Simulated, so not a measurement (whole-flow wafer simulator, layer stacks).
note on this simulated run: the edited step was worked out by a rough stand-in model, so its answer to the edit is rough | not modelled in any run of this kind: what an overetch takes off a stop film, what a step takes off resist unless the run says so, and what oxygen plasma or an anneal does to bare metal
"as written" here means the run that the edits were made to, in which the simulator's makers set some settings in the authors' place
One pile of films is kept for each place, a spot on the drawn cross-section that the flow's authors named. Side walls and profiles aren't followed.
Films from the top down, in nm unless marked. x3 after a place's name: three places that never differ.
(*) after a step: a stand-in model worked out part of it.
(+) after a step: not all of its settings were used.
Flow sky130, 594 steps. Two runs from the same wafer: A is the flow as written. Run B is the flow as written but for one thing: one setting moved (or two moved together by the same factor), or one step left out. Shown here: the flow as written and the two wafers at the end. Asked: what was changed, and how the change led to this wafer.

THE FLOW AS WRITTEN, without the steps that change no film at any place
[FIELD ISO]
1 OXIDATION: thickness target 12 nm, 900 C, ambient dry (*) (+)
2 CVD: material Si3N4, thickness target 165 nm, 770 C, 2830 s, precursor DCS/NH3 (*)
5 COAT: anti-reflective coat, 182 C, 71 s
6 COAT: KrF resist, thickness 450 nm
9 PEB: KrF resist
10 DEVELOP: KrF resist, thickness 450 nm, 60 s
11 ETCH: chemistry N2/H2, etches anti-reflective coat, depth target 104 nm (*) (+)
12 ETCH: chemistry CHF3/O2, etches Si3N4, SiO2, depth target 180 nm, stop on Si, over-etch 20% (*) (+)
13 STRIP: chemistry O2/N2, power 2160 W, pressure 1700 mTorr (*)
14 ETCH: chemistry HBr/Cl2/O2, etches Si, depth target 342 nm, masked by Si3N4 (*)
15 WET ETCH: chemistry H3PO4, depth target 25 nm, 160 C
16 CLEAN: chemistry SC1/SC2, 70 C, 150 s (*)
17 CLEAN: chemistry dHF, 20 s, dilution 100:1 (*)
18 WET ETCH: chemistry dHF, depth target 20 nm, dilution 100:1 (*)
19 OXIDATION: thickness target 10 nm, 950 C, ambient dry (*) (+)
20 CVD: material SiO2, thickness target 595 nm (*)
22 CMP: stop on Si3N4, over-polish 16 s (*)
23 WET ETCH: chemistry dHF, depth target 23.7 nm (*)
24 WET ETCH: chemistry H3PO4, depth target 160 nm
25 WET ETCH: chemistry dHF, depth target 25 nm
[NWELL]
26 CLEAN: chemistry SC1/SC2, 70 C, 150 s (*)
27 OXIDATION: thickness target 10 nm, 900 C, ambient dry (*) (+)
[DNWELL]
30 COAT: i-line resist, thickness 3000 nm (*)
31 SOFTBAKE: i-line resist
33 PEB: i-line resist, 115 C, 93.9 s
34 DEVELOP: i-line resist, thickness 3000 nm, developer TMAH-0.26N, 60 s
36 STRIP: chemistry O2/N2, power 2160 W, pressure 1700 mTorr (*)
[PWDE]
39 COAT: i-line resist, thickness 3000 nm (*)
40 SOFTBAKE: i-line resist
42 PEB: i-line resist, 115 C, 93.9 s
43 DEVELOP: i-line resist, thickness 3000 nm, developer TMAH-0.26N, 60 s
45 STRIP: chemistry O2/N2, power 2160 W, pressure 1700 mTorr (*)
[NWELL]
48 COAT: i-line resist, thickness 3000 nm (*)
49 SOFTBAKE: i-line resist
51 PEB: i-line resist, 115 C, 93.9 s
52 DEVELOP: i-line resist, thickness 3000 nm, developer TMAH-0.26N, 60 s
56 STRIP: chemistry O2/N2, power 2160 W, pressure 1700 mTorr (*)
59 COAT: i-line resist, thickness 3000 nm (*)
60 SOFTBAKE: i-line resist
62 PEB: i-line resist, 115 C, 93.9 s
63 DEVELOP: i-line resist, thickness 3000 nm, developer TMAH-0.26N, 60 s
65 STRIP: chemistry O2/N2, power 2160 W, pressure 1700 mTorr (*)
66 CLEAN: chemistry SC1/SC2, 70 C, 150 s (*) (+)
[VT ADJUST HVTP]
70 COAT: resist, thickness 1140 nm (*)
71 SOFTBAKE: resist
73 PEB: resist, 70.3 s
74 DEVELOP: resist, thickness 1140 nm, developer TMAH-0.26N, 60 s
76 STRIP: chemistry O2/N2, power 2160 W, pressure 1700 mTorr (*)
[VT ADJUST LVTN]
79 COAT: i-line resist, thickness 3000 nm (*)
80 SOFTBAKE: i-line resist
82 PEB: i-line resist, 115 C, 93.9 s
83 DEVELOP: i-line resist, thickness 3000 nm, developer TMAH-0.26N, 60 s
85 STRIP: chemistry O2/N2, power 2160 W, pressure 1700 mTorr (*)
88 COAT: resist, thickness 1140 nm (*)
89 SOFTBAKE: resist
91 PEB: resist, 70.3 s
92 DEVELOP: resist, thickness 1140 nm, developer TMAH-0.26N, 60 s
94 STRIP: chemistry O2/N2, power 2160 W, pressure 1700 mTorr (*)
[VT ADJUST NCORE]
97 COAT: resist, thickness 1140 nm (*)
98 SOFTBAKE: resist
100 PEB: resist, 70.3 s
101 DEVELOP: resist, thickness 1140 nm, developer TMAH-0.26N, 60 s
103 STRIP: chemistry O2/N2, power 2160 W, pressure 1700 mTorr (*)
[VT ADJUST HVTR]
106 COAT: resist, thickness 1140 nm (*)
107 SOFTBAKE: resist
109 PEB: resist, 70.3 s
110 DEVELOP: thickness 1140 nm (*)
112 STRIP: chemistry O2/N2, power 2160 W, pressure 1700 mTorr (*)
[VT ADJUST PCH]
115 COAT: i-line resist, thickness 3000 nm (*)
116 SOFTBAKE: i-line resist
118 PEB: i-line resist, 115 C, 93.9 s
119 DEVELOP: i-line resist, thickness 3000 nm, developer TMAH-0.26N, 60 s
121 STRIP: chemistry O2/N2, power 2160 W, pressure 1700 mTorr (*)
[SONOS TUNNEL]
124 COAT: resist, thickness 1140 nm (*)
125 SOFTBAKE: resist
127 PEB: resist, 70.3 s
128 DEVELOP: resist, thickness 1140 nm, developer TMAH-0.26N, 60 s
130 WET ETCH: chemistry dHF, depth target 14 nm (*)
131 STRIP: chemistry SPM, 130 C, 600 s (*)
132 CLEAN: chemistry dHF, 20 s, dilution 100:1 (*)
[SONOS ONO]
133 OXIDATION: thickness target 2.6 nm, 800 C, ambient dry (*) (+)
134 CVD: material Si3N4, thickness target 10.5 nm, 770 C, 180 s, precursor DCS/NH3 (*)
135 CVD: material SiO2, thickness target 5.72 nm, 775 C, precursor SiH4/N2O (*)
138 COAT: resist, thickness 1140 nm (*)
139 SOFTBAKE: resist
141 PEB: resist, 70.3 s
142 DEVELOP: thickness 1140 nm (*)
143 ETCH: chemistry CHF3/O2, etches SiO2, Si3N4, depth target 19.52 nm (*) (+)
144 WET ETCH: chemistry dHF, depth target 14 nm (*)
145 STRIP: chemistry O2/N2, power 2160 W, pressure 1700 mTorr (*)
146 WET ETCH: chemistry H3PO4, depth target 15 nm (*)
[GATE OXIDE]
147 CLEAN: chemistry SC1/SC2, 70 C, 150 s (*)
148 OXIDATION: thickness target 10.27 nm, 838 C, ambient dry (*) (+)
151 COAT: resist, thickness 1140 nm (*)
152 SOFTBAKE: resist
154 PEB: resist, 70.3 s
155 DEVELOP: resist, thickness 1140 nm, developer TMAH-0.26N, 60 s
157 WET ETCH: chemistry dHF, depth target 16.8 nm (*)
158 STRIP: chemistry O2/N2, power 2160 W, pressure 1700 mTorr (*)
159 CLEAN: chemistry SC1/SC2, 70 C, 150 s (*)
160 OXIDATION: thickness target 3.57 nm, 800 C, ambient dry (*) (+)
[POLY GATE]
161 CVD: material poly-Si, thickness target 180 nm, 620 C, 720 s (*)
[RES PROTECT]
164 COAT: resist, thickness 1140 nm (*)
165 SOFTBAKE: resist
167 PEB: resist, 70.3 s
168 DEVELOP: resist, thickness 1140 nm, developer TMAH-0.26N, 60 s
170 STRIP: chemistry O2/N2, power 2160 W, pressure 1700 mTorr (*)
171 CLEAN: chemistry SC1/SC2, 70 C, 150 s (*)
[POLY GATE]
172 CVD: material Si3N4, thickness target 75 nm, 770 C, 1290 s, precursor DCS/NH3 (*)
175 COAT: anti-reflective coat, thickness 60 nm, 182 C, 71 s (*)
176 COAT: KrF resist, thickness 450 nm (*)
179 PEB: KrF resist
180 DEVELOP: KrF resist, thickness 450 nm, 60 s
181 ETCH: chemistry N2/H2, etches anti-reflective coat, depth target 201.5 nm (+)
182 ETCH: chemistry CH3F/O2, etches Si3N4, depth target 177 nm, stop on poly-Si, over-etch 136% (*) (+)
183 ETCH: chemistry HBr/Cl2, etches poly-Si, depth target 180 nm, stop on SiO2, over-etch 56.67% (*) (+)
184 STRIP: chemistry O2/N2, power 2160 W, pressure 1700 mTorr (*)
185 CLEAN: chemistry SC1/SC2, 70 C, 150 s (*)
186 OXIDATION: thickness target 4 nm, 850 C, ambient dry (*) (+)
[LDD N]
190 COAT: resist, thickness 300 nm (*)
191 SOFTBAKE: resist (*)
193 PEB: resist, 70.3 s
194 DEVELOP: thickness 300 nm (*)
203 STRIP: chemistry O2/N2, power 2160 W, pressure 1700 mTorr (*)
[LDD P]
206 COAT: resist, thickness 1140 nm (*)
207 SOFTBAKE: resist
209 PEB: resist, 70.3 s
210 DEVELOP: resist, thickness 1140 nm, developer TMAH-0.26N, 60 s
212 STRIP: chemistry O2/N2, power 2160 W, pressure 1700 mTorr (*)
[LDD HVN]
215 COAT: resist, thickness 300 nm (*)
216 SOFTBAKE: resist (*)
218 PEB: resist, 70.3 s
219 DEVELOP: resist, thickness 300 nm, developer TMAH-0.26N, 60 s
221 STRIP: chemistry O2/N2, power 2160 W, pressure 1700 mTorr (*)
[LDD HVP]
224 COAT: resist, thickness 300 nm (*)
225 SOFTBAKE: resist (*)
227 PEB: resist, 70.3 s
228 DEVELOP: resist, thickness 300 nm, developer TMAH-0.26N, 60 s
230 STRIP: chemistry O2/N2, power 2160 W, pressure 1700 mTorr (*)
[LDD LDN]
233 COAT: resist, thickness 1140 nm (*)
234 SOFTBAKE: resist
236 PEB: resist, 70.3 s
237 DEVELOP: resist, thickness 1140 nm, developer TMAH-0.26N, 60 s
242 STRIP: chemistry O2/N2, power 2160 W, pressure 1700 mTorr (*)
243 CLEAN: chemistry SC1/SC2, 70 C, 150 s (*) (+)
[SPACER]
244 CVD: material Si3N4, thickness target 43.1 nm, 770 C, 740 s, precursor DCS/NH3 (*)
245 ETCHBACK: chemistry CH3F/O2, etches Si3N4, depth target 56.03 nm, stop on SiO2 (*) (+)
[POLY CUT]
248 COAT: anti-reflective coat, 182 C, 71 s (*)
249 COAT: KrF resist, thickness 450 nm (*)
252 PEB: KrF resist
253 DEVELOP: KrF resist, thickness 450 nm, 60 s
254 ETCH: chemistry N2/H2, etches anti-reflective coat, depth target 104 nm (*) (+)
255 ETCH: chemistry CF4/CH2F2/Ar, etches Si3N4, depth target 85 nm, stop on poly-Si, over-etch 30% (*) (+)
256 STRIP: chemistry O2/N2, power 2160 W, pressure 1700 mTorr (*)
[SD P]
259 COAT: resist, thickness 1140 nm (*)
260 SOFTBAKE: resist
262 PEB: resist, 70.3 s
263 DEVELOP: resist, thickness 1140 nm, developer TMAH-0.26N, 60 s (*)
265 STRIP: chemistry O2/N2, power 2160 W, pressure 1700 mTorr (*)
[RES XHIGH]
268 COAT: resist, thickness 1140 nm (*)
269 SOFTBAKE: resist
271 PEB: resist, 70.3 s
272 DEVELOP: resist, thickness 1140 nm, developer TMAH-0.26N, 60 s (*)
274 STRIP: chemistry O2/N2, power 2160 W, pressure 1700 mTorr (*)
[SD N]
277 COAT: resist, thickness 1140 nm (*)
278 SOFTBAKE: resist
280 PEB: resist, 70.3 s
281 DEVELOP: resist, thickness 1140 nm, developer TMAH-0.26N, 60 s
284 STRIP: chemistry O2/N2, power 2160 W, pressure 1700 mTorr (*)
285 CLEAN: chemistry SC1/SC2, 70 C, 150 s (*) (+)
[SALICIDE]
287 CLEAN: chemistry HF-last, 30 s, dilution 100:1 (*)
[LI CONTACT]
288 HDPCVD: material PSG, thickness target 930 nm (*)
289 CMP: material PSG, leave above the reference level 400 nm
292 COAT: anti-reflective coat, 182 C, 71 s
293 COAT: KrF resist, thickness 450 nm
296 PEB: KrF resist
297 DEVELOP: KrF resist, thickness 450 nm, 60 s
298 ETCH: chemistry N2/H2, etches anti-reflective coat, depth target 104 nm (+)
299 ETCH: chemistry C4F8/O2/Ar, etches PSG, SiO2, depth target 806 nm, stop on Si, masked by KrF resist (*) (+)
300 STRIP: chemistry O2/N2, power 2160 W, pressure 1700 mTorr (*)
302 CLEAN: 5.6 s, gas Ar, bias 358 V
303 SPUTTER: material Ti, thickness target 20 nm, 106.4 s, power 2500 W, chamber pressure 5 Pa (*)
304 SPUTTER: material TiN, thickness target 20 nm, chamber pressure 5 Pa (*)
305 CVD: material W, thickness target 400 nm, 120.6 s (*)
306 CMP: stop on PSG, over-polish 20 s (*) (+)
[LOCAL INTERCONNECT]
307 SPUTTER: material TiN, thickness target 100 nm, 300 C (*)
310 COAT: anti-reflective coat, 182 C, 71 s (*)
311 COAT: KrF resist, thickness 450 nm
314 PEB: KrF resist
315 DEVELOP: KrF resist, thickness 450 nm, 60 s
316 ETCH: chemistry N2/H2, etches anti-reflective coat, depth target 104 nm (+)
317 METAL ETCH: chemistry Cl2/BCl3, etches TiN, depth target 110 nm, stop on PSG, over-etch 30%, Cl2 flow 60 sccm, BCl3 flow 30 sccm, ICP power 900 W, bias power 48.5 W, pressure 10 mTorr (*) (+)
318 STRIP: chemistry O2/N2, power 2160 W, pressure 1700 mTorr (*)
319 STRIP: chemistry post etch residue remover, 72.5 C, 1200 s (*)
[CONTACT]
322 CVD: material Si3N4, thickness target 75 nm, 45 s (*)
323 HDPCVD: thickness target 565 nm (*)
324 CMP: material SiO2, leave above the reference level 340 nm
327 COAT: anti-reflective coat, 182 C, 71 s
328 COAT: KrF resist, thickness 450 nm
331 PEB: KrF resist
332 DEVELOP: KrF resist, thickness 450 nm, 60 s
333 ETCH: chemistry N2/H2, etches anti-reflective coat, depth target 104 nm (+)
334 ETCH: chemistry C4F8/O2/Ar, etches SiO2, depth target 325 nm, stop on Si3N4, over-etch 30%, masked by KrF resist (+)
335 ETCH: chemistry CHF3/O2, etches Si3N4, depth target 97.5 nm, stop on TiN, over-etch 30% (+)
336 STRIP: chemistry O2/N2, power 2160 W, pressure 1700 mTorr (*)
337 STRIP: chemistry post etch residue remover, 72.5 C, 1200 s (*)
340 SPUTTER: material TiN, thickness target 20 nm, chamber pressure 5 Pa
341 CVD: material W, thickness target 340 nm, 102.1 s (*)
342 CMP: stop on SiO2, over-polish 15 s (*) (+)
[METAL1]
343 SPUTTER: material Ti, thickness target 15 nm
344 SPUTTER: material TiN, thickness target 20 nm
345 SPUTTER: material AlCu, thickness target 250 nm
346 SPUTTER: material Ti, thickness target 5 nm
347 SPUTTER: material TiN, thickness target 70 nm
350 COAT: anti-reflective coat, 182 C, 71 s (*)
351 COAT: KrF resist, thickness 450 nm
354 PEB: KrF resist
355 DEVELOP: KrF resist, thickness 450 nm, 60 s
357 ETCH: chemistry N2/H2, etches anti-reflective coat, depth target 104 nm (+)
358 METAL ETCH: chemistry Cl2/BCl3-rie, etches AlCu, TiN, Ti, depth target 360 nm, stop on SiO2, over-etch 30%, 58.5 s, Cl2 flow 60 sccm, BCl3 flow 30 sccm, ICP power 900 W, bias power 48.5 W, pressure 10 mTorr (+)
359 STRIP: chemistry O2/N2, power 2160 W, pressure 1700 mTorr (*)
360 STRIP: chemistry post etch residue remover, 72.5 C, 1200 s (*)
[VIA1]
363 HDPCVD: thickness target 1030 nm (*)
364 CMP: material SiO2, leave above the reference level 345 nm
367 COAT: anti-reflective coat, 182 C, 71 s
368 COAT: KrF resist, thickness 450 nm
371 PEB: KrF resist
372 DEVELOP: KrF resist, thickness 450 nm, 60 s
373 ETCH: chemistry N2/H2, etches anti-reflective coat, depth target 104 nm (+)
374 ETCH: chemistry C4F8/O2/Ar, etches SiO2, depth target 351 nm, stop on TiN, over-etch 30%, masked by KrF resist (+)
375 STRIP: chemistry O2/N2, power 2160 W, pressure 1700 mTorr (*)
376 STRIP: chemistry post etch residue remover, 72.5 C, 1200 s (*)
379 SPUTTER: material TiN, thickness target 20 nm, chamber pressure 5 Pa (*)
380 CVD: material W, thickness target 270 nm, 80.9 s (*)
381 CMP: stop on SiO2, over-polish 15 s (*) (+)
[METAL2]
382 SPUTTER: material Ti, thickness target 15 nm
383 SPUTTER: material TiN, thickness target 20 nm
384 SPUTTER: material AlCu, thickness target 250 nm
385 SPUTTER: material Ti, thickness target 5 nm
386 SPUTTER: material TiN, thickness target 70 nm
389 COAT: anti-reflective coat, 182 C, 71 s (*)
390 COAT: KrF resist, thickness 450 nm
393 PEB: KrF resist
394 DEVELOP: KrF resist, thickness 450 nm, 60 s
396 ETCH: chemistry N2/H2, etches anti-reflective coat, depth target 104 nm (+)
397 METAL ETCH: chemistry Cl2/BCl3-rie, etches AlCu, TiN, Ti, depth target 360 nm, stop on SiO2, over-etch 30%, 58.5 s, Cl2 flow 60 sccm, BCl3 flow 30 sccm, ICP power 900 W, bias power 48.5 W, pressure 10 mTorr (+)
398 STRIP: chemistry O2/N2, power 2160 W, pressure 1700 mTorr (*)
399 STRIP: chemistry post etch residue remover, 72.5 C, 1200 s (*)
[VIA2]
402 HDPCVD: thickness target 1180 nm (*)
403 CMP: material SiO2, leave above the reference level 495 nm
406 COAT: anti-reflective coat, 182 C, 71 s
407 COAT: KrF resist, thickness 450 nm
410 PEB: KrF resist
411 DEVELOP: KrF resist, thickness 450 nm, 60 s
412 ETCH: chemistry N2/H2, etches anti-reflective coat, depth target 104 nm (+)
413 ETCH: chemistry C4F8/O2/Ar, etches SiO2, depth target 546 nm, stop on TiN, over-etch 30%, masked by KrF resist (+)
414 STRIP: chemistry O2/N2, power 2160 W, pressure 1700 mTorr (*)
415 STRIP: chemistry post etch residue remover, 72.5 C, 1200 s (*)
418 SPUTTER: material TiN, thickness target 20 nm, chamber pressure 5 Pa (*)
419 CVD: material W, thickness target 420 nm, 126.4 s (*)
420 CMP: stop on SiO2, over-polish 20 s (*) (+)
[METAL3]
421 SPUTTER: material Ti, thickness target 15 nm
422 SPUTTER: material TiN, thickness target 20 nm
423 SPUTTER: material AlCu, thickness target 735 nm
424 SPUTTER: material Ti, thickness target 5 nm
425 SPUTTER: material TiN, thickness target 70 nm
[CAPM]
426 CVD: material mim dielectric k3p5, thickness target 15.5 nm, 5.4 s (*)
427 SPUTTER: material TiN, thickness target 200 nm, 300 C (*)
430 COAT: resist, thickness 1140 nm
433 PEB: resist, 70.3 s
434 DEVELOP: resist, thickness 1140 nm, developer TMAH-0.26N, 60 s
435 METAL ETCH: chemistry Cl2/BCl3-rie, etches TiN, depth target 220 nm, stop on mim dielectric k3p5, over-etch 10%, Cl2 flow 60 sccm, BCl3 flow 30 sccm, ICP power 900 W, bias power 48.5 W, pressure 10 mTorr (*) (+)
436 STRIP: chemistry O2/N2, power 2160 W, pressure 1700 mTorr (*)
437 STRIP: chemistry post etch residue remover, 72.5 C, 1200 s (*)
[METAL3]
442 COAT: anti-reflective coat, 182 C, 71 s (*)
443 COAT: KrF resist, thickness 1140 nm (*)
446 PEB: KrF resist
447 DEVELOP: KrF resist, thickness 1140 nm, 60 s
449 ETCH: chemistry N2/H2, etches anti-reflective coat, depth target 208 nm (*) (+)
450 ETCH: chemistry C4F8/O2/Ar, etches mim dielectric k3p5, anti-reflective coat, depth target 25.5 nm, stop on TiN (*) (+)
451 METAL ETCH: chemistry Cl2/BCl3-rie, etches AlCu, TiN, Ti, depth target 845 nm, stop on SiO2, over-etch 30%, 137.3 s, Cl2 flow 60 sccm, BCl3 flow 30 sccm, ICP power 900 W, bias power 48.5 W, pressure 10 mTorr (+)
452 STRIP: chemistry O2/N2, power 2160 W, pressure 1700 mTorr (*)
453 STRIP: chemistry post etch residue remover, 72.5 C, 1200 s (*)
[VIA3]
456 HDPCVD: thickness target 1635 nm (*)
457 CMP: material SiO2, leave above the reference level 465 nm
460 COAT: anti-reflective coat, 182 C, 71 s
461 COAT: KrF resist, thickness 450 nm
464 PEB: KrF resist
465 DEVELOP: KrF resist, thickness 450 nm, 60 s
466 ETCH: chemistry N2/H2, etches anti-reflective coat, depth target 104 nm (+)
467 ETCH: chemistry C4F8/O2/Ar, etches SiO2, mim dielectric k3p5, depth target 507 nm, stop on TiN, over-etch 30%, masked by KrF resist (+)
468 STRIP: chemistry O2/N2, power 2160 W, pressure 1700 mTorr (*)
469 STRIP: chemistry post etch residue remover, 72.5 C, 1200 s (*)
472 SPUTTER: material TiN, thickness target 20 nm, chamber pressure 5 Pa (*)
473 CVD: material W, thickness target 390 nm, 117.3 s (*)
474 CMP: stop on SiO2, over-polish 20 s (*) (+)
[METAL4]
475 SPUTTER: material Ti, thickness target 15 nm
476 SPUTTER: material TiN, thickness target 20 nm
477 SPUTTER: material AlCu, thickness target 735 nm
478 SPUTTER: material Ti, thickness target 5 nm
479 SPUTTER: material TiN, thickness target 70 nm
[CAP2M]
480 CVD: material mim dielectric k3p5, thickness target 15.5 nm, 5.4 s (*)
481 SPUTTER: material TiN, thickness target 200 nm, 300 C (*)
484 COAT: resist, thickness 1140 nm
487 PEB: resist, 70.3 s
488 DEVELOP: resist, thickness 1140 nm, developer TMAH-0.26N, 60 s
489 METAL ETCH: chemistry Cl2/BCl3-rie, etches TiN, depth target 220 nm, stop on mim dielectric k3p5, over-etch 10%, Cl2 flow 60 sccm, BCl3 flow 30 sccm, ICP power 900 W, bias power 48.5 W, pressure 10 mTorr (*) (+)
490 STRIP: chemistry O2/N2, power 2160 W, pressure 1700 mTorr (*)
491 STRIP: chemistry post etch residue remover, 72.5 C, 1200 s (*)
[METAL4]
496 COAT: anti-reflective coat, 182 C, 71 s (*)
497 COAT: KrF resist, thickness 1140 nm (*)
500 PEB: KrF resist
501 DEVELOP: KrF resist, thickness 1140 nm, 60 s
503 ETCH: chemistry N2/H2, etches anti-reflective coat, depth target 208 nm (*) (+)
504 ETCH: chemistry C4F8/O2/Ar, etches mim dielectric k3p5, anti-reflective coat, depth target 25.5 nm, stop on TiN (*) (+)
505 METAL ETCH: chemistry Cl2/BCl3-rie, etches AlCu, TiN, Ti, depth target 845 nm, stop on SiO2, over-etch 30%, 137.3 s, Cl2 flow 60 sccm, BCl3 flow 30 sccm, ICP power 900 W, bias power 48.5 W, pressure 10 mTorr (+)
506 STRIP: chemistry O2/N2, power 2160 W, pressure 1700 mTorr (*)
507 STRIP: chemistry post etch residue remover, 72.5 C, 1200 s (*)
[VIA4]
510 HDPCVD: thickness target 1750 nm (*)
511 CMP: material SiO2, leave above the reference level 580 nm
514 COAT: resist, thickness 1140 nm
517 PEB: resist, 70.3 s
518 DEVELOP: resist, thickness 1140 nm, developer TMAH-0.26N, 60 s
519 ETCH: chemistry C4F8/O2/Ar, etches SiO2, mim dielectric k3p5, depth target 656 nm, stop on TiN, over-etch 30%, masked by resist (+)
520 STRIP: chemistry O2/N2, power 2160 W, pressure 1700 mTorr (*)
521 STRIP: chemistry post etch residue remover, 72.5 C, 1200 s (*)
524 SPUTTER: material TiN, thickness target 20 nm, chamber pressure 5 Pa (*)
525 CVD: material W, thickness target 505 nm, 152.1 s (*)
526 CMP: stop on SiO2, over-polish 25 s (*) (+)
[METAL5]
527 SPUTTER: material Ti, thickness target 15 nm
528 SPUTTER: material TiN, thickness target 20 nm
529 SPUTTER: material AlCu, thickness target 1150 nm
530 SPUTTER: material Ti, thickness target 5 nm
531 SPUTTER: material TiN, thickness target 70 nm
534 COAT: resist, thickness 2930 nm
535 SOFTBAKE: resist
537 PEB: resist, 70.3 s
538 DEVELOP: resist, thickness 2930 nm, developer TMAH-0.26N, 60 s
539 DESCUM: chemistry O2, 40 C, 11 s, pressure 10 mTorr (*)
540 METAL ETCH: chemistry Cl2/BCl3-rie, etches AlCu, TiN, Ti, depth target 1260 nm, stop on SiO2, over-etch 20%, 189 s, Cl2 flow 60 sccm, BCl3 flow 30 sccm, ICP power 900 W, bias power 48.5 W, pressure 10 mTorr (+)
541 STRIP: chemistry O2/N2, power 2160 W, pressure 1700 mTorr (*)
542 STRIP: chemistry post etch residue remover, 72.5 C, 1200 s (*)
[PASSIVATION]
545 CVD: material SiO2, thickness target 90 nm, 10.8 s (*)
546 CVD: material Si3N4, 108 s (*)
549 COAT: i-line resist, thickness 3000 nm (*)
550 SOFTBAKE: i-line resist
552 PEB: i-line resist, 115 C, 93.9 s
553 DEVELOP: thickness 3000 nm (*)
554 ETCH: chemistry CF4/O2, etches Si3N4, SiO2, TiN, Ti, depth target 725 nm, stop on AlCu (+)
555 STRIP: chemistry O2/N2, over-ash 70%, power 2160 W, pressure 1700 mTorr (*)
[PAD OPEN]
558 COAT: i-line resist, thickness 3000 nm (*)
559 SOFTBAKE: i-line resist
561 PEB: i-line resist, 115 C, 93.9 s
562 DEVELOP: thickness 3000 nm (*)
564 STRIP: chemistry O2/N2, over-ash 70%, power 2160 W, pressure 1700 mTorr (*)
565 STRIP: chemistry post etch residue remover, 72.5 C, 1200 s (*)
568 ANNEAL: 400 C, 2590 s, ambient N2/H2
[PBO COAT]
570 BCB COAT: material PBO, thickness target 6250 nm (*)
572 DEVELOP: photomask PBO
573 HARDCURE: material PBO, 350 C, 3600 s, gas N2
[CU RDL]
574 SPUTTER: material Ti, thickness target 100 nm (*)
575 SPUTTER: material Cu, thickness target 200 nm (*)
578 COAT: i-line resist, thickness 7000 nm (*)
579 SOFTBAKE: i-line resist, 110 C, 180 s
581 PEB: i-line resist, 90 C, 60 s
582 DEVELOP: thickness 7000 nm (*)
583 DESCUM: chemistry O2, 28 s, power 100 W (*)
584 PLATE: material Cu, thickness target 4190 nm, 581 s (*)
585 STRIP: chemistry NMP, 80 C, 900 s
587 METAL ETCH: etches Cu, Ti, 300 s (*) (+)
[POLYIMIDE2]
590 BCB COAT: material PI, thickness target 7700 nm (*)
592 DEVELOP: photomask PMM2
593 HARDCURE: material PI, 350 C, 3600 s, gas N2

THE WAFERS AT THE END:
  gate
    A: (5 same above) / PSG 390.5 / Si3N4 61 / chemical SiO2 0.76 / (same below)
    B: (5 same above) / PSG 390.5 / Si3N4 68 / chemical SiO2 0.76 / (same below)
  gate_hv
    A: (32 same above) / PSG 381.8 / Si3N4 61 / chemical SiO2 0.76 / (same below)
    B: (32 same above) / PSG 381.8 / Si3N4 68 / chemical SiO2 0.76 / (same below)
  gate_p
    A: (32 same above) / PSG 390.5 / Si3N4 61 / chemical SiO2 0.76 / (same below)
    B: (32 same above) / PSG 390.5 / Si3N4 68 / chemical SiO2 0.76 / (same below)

The cause: step 245, ETCHBACK: depth target 49.03 nm was run, where the flow has depth target 56.03 nm.

How the change led to this, step by step:
  245 ETCHBACK: chemistry CH3F/O2, etches Si3N4, depth target 56.03 nm, stop on SiO2 (*) (+)
      field, active, p_well and 101 more: A Si3N4 -43.1 (all of it), SiO2 -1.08 | B Si3N4 -43.1 (all of it), SiO2 -0.49
      n_well, gate, gate_hv and 74 more: A Si3N4 -56 | B Si3N4 -49
  248 COAT: anti-reflective coat, 182 C, 71 s (*)
      active: A anti-reflective coat +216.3 (new film) | B anti-reflective coat +221.7 (new film)
      gate_hv: A anti-reflective coat +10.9 (new film) | B anti-reflective coat +9.67 (new film)
      (and at 46 more places)
  249 COAT: KrF resist, thickness 450 nm (*)
      poly_dn: A KrF resist +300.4 (new film) | B KrF resist +293.8 (new film)
      gate_lvt_sd_len: A KrF resist +334.5 (new film) | B KrF resist +327.4 (new film)
  254 ETCH: chemistry N2/H2, etches anti-reflective coat, depth target 104 nm (*) (+)
      rxpo_ln: A anti-reflective coat -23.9 (all of it), Si3N4 -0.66 | B anti-reflective coat -24.7 (all of it), Si3N4 -0.64
  255 ETCH: chemistry CF4/CH2F2/Ar, etches Si3N4, depth target 85 nm, stop on poly-Si, over-etch 30% (*) (+)
      field, active, n_well and 180 more: A KrF resist -40.7 | B KrF resist -42.5
      rpo_wd, rxpo_wd: A Si3N4 -61.6 (all of it), chemical SiO2 -0.75 (all of it) | B Si3N4 -68.6 (all of it), chemical SiO2 -0.75 (all of it)
      (and at 5 more places)
  256 STRIP: chemistry O2/N2, power 2160 W, pressure 1700 mTorr (*)
      active: A KrF resist -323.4 (all of it), anti-reflective coat -216.3 (all of it) | B KrF resist -319.2 (all of it), anti-reflective coat -221.7 (all of it)
      n_well: A KrF resist -262 (all of it), anti-reflective coat -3 (all of it) | B KrF resist -254.9 (all of it), anti-reflective coat -3 (all of it)
      (and at 49 more places)
  260 SOFTBAKE: resist
      gate_pwde_dnw: A resist -15.5 | B resist -16.1
      drift_pwde_fp: A resist -11.6 | B resist -12.2
      (and at 1 more place)
  269 SOFTBAKE: resist
      gate_pwde_dnw: A resist -15.5 | B resist -16.1
      drift_pwde_fp: A resist -11.6 | B resist -12.2
      (and at 1 more place)
  278 SOFTBAKE: resist
      gate_pwde_dnw: A resist -15.5 | B resist -16.1
      drift_pwde_fp: A resist -11.6 | B resist -12.2
      (and at 1 more place)
  289 CMP: material PSG, leave above the reference level 400 nm
      active, p_well, sd_n and 19 more: A PSG -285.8 | B PSG -279.4
      pwell_dnw, sd_hvn, dext_ntap_nw and 14 more: A PSG -294.2 | B PSG -287.8
      (and at 3 more places)
  299 ETCH: chemistry C4F8/O2/Ar, etches PSG, SiO2, depth target 806 nm, stop on Si, masked by KrF resist (*) (+)
      contact, ndiff_licon, ndiff_licon_cpp: A PSG -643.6 (all of it), SiO2 -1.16 (all of it) | B PSG -650 (all of it), SiO2 -1.74 (all of it)
  306 CMP: stop on PSG, over-polish 20 s (*) (+)
      poly_licon: A W -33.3 | B W -26.3
